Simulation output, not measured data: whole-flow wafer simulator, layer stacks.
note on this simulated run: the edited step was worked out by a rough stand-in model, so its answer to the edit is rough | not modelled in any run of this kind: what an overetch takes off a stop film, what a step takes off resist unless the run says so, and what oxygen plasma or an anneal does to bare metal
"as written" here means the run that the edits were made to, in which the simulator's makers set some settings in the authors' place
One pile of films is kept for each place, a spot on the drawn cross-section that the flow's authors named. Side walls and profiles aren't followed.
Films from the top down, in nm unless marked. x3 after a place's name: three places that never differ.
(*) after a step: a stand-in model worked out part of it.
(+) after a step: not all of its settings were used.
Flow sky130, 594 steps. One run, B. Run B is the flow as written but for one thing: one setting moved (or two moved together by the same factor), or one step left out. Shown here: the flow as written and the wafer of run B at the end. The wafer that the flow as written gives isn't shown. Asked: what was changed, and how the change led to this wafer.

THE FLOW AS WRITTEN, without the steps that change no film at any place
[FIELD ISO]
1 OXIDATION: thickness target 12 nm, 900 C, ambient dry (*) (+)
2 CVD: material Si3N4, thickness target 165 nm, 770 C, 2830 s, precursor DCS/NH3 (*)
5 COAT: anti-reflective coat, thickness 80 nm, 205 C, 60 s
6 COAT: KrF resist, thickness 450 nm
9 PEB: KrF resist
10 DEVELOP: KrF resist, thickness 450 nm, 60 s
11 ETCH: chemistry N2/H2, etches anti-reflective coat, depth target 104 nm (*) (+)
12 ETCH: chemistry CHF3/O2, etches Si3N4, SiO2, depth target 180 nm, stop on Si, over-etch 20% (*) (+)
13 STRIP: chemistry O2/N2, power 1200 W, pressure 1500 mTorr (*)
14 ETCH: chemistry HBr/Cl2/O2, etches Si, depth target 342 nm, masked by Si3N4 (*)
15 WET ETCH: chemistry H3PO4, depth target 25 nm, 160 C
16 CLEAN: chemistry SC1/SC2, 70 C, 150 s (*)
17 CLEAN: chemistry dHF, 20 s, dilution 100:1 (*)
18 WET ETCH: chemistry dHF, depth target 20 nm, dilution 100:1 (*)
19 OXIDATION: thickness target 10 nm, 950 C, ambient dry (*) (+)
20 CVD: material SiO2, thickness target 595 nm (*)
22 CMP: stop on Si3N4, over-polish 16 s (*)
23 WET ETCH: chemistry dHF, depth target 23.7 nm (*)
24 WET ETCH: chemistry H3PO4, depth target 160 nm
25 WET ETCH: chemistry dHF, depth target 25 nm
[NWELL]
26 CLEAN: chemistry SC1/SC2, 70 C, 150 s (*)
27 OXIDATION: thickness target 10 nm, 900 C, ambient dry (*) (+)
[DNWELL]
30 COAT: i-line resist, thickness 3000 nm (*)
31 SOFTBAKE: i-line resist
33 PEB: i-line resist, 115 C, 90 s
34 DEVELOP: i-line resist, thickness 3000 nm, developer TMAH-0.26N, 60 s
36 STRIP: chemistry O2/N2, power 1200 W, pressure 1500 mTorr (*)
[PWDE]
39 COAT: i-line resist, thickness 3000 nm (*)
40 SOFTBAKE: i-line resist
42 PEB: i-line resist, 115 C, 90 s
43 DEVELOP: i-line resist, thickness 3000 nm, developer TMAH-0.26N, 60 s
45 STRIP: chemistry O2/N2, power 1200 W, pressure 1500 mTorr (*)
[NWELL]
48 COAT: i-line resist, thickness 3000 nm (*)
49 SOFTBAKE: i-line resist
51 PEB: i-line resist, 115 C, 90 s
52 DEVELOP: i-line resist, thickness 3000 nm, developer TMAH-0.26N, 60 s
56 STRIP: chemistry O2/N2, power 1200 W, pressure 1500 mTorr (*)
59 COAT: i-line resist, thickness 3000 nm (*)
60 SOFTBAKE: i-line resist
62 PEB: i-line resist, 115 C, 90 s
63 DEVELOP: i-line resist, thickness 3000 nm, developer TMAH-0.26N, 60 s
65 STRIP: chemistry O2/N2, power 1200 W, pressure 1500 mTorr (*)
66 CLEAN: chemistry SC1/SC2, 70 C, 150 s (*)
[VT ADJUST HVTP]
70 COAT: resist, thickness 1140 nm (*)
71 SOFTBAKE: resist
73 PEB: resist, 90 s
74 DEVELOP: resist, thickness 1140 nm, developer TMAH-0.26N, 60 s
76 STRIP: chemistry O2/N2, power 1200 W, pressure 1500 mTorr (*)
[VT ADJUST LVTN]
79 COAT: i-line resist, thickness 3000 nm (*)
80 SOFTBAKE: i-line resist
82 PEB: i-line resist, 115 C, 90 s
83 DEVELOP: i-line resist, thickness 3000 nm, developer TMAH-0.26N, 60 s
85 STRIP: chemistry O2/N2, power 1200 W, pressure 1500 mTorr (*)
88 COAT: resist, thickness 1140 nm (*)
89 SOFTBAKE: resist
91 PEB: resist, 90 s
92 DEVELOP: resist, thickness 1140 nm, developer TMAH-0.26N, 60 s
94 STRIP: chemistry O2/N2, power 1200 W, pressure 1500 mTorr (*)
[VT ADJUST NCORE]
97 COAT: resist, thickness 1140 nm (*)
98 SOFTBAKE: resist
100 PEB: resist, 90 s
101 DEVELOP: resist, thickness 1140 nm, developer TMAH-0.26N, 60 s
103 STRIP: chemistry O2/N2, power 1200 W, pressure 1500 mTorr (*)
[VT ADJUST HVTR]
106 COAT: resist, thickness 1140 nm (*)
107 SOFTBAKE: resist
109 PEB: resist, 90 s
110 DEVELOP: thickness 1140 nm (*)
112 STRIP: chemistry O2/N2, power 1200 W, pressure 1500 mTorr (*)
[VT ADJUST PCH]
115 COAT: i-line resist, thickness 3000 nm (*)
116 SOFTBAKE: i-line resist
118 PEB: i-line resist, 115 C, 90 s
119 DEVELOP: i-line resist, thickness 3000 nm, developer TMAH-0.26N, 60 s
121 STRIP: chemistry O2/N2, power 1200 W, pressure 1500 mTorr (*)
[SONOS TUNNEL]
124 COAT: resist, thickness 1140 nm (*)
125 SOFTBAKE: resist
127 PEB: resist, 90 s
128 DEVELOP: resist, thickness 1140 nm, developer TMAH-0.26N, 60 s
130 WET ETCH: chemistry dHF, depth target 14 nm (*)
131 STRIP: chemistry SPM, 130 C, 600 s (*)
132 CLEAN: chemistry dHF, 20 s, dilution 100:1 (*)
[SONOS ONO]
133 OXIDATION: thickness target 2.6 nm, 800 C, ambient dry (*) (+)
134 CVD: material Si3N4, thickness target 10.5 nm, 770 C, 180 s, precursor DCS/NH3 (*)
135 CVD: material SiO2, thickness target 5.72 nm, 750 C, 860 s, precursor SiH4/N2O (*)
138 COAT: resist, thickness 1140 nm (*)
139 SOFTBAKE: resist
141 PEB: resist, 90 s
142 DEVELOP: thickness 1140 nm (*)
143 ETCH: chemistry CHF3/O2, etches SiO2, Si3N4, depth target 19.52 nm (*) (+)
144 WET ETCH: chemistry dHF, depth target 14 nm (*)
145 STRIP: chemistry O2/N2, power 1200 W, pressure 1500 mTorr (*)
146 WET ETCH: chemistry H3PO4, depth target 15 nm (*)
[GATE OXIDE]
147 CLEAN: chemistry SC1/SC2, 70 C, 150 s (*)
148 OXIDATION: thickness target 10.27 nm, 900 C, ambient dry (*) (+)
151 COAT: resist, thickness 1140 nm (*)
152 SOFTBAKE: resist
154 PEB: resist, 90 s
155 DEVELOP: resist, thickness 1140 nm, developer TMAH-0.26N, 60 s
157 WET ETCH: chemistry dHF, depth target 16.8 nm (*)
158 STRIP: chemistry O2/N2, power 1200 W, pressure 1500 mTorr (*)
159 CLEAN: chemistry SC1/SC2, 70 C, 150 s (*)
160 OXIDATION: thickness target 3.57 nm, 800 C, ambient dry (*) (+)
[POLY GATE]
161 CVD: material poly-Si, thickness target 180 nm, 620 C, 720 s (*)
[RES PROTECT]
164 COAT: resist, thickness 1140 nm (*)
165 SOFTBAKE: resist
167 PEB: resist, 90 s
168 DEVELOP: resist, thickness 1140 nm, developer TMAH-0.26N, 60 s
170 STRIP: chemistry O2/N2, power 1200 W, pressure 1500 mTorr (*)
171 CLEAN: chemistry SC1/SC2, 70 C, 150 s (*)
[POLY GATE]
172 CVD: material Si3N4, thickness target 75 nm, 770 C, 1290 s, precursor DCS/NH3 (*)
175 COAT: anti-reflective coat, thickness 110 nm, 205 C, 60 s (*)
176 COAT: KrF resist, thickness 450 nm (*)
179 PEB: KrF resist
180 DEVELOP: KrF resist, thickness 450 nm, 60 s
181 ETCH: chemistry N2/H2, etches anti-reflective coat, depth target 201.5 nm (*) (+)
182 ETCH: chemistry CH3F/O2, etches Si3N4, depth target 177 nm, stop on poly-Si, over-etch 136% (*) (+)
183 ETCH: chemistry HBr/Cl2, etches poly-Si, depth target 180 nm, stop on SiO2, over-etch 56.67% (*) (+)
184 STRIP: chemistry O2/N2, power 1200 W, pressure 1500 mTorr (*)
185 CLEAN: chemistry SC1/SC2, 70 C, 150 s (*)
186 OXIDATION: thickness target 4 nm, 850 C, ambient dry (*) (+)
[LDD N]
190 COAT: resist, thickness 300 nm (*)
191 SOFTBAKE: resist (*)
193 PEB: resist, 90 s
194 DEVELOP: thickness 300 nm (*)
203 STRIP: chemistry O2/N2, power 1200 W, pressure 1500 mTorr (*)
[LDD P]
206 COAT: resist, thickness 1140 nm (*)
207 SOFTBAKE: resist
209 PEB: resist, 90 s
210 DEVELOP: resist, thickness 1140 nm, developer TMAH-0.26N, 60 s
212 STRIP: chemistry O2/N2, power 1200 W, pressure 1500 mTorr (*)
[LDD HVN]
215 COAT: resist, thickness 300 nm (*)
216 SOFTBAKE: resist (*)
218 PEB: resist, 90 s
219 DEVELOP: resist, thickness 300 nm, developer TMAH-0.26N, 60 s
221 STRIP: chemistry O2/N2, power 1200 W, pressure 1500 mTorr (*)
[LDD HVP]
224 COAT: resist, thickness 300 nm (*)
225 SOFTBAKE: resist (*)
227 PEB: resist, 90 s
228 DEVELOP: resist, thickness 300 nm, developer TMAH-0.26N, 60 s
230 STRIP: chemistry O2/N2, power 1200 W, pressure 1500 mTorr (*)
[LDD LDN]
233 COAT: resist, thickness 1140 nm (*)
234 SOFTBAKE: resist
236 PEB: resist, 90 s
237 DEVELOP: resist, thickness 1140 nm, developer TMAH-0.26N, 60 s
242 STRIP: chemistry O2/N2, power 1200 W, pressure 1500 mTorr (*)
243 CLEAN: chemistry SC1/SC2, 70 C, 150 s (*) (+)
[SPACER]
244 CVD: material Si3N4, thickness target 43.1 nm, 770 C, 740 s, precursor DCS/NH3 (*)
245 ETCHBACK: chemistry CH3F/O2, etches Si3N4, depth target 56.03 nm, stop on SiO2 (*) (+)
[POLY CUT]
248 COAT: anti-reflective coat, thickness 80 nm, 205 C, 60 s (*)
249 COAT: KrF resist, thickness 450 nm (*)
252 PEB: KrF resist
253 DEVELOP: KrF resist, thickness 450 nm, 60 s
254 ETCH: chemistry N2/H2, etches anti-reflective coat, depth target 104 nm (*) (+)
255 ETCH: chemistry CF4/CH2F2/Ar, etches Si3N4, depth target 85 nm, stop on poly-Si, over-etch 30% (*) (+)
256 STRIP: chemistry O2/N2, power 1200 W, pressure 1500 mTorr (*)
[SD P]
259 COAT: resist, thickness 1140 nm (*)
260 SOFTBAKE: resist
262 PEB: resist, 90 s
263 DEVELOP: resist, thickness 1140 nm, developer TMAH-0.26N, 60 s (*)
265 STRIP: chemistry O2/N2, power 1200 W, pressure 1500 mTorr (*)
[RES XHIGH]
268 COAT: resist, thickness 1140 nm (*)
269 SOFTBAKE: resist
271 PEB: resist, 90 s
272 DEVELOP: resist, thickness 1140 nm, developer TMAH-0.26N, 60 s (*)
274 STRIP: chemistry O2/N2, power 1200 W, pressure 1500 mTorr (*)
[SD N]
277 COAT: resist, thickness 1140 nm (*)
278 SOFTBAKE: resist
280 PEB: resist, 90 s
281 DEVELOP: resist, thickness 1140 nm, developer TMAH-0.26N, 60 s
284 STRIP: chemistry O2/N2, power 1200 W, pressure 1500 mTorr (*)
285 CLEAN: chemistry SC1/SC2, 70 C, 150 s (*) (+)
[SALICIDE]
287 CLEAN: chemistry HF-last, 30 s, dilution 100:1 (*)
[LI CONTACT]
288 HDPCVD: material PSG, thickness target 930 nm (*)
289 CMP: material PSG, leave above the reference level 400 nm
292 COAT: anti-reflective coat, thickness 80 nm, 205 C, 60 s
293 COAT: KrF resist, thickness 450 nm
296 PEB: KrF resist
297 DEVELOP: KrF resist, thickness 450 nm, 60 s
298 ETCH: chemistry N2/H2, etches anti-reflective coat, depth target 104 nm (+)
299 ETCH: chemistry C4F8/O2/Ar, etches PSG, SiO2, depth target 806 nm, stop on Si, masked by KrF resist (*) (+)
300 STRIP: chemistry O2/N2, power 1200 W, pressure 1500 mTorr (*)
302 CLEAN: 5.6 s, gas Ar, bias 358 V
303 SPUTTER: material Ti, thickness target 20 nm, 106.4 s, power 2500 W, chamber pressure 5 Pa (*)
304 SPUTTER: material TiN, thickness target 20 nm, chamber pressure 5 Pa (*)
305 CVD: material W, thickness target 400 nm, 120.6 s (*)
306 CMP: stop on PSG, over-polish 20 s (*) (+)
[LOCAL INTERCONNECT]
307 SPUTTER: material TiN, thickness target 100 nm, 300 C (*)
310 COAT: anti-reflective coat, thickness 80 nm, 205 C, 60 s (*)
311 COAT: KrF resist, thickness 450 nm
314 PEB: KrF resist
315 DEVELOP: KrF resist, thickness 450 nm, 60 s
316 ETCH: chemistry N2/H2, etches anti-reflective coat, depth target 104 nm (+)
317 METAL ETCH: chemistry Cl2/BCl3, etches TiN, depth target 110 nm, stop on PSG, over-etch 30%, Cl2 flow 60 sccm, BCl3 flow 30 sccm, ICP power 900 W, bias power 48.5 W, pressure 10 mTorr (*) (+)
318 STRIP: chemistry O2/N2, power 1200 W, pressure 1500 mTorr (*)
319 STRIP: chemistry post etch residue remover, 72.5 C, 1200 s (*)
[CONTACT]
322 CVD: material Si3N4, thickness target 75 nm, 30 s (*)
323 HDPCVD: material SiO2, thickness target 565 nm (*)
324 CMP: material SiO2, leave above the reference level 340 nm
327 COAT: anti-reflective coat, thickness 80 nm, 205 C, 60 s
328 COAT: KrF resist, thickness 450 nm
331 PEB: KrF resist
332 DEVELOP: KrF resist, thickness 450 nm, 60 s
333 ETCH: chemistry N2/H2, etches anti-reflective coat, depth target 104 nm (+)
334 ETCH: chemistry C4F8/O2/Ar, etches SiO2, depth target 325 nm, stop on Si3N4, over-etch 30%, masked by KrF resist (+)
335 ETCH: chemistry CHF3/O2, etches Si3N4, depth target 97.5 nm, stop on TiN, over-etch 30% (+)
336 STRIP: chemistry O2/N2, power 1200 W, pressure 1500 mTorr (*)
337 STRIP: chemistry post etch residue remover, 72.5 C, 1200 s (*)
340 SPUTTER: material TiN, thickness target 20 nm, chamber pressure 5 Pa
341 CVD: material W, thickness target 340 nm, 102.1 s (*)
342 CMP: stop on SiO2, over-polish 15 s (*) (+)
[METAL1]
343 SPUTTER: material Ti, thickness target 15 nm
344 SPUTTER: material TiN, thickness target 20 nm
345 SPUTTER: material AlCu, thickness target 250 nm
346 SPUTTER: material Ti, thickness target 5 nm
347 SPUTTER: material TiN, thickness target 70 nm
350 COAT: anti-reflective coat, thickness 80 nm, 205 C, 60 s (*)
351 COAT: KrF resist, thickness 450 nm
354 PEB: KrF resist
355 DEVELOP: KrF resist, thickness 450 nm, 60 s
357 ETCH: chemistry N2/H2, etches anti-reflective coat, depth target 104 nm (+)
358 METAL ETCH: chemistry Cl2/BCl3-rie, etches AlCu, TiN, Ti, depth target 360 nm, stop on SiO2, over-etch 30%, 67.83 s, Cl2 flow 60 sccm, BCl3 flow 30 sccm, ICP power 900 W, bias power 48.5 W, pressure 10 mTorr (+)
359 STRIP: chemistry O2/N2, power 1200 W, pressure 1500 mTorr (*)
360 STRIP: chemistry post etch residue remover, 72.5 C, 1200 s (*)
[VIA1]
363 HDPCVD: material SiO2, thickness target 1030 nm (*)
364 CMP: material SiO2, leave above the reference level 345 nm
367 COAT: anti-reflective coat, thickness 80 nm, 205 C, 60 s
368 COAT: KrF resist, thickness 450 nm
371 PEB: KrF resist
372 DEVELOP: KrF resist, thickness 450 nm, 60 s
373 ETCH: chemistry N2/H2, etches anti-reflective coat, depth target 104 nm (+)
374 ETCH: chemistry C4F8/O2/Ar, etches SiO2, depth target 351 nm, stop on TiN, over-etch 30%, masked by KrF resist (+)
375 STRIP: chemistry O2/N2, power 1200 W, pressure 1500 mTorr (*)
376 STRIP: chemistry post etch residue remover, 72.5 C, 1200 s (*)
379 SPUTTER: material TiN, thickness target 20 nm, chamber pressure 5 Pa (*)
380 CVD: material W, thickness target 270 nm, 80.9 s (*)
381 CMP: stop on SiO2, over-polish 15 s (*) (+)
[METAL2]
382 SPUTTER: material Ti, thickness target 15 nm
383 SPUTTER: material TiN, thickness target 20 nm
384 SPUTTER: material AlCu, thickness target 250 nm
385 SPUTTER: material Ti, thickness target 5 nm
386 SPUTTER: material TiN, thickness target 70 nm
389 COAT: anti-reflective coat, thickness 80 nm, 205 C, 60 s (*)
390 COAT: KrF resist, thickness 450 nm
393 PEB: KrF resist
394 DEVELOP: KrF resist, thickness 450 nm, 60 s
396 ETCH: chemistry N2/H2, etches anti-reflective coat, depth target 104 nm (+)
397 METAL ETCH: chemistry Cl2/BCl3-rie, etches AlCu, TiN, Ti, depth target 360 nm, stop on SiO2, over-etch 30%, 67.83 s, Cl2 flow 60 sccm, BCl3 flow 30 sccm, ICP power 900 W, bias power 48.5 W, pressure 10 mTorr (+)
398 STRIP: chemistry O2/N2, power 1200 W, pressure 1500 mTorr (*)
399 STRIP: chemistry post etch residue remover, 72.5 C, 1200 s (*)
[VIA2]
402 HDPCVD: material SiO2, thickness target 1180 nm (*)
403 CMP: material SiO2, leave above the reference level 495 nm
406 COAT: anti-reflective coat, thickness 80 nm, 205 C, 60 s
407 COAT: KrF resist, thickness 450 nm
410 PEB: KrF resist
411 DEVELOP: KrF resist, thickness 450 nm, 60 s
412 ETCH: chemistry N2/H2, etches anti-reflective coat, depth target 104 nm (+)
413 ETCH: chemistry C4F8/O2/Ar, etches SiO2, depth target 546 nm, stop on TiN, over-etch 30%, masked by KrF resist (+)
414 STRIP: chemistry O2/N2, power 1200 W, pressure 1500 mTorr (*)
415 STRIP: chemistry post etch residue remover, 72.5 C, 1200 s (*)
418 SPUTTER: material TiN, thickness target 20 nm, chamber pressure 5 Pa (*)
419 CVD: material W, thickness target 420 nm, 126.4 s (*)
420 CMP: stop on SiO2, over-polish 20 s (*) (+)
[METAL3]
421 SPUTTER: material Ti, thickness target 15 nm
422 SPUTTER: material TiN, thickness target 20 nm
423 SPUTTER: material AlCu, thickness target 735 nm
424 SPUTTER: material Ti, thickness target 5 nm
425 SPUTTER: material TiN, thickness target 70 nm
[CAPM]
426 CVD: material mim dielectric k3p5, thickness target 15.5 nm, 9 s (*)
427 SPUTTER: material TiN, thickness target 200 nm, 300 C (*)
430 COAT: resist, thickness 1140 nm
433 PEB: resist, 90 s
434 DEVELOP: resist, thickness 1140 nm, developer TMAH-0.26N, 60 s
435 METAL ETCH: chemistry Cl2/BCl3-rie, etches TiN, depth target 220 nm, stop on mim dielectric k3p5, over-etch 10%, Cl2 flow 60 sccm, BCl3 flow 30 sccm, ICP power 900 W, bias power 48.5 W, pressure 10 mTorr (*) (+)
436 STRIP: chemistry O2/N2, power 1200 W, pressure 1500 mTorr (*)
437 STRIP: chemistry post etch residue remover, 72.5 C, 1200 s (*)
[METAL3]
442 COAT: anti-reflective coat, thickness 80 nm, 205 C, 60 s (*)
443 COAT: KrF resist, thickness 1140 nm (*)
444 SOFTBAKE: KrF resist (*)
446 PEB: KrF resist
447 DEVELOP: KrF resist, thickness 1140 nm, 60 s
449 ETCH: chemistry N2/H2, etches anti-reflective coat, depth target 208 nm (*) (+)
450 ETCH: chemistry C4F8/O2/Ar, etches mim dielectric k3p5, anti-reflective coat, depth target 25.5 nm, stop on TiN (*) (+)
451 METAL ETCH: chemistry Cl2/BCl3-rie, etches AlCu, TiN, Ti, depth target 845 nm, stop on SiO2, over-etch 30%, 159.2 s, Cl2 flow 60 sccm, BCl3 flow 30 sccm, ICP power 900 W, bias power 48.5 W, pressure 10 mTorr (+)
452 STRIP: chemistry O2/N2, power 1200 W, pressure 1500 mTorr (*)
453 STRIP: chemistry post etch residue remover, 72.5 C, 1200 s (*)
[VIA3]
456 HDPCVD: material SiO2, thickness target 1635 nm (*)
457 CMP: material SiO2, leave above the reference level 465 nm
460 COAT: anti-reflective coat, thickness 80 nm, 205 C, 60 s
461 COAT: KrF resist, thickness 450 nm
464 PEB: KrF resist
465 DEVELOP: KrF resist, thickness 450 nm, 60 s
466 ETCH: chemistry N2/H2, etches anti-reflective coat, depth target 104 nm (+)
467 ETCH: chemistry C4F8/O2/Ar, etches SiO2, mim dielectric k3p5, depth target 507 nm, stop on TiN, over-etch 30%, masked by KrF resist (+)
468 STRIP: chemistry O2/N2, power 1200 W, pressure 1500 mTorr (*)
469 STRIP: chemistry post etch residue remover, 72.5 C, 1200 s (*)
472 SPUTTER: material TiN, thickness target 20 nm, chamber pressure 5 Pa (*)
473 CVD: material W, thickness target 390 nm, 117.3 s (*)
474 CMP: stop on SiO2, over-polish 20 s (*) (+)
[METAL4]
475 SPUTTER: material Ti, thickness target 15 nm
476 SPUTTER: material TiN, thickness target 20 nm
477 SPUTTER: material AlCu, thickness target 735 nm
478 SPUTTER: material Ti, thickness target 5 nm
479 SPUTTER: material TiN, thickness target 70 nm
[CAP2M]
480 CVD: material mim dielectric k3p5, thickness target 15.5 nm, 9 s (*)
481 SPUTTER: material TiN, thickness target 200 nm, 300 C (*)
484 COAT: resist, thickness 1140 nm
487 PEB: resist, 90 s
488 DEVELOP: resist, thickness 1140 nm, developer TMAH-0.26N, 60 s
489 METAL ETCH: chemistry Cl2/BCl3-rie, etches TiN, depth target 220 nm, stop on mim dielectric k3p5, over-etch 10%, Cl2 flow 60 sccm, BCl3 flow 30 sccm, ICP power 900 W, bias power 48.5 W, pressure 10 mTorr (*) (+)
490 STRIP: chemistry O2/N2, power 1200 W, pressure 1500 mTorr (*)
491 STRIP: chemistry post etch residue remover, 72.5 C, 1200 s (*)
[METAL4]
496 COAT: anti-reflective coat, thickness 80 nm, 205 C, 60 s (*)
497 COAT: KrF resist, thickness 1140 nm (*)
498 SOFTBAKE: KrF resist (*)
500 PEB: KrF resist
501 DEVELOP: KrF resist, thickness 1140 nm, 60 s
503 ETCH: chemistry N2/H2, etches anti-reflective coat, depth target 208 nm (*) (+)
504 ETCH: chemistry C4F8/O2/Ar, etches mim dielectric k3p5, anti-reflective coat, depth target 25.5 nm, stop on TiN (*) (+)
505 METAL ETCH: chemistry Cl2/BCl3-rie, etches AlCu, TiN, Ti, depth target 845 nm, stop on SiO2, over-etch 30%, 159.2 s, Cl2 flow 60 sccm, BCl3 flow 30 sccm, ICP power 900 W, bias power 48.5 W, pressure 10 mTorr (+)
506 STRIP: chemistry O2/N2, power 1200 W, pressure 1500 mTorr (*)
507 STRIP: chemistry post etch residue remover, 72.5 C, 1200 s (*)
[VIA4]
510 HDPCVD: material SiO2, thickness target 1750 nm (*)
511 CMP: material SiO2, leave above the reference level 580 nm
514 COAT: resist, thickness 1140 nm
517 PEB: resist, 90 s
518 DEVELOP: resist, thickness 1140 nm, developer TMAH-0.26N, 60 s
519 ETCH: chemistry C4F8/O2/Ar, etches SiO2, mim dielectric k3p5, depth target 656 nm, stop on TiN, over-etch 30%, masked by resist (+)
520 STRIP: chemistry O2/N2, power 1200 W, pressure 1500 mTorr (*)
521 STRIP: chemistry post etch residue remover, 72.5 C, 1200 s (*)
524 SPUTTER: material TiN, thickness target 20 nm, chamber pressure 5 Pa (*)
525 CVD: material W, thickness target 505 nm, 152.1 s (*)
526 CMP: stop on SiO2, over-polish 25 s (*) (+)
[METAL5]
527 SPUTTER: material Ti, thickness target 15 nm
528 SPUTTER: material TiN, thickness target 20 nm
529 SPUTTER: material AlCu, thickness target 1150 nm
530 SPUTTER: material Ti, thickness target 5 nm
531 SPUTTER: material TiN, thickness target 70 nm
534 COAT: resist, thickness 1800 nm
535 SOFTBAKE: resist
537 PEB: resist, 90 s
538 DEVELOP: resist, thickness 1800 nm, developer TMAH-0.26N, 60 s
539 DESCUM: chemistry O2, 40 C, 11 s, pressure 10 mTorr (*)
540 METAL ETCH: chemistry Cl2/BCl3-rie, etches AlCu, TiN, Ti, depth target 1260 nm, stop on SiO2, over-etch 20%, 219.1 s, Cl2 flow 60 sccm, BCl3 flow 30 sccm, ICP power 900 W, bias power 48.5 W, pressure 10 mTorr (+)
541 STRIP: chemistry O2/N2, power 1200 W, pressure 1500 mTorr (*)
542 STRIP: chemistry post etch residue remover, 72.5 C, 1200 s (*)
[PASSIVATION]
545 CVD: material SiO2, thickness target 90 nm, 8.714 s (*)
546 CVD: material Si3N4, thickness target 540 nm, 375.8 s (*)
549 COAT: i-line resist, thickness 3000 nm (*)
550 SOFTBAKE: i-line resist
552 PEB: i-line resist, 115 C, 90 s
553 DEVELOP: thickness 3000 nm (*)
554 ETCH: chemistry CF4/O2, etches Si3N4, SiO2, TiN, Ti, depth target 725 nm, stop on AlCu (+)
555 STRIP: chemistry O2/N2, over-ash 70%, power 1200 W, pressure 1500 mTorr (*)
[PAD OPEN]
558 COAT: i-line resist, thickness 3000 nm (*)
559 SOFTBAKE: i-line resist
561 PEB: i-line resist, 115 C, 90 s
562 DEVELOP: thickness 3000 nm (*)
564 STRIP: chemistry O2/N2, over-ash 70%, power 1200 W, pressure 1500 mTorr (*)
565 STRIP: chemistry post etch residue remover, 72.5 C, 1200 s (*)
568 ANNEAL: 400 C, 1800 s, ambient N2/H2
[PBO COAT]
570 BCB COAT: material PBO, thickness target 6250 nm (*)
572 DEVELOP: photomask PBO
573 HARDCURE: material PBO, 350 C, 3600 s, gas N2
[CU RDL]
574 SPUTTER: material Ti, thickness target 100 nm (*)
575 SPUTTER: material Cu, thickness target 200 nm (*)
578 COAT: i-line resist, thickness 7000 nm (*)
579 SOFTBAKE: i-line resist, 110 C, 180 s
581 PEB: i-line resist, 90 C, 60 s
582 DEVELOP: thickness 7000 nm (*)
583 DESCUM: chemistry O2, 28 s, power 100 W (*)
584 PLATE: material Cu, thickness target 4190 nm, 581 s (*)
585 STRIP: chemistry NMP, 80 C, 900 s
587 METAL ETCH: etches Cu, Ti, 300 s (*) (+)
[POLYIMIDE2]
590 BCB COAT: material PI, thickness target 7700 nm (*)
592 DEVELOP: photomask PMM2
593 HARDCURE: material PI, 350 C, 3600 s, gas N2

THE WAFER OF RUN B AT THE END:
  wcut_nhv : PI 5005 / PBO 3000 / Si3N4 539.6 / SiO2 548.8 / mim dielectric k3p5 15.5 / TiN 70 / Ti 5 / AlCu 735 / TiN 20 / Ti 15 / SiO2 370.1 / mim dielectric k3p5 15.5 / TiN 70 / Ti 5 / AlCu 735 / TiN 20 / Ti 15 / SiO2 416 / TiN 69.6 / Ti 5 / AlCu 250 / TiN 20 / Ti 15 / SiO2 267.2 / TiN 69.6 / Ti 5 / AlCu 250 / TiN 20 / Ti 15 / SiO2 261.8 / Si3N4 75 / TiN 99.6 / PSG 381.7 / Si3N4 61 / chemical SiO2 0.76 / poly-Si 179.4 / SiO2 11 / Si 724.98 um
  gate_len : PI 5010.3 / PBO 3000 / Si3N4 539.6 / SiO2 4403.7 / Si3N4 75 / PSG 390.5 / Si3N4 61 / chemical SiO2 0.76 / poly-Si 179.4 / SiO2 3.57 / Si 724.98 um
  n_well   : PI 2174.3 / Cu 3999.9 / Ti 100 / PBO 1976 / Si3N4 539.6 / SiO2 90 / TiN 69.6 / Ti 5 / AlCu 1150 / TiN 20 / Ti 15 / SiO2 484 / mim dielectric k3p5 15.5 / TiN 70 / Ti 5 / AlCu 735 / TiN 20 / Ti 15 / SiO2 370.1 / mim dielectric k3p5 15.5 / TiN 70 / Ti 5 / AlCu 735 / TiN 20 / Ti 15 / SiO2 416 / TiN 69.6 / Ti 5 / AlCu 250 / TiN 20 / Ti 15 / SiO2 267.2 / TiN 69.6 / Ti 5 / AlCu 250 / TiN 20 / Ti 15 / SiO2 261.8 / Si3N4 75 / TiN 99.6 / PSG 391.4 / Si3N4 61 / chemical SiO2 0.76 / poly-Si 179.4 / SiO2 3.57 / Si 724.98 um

The cause: step 570, BCB COAT: thickness target 3750 nm was run, where the flow has thickness target 6250 nm.

How the change led to this, step by step:
  570 BCB COAT: material PBO, thickness target 6250 nm (*)
      dice_street, vpp_sp, vpp_ln and 71 more: PBO +3750 (new film) (as written it would be: PBO +6250 (new film))
      active, spacer, gate_p_hvt_sd, active_p_hvt, spacer_p_hvt: PBO +3757.7 (new film) (as written it would be: PBO +6257.1 (new film))
      (and at 114 more places)
  572 DEVELOP: photomask PBO
      pad: PBO -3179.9 (all of it) (as written it would be: PBO -5678.7 (all of it))
  573 HARDCURE: material PBO, 350 C, 3600 s, gas N2
      dice_street, vpp_sp, vpp_ln and 71 more: PBO -750 (as written it would be: PBO -1250)
      vpp_tail, gate_hv_sd, active_hv5, spacer_hv5, gate_p_g5v0_sd, active_p_g5v0, spacer_p_g5v0, field_nw_hv: PBO -751.4 (as written it would be: PBO -1251.4)
      (and at 110 more places)
  574 SPUTTER: material Ti, thickness target 100 nm (*)
      pnp_par_e: Ti +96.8 (new film) (as written it would be: Ti +100 (new film))
  578 COAT: i-line resist, thickness 7000 nm (*)
      pad: i-line resist +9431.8 (new film) (as written it would be: i-line resist +11.43 um (new film))
  579 SOFTBAKE: i-line resist, 110 C, 180 s
      vpp_guard: i-line resist +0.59 (as written it would be: i-line resist -1.42)
      varactor_hvt: i-line resist +1.96 (as written it would be: i-line resist -0.5)
      (and at 122 more places)
  582 DEVELOP: thickness 7000 nm (*)
      pad: i-line resist -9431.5 (all of it) (as written it would be: i-line resist -11.43 um (all of it))
  587 METAL ETCH: etches Cu, Ti, 300 s (*) (+)
      pnp_par_e: Cu -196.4 (all of it), Ti -96.8 (all of it) (as written it would be: Cu -200 (all of it), Ti -100 (all of it))
  590 BCB COAT: material PI, thickness target 7700 nm (*)
      mim: PI +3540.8 (new film) (as written it would be: PI +3640.8 (new film))
      pad: PI +6031.1 (new film) (as written it would be: PI +8030.8 (new film))
  592 DEVELOP: photomask PMM2
      pad: PI -6031.1 (all of it) (as written it would be: PI -8030.8 (all of it))
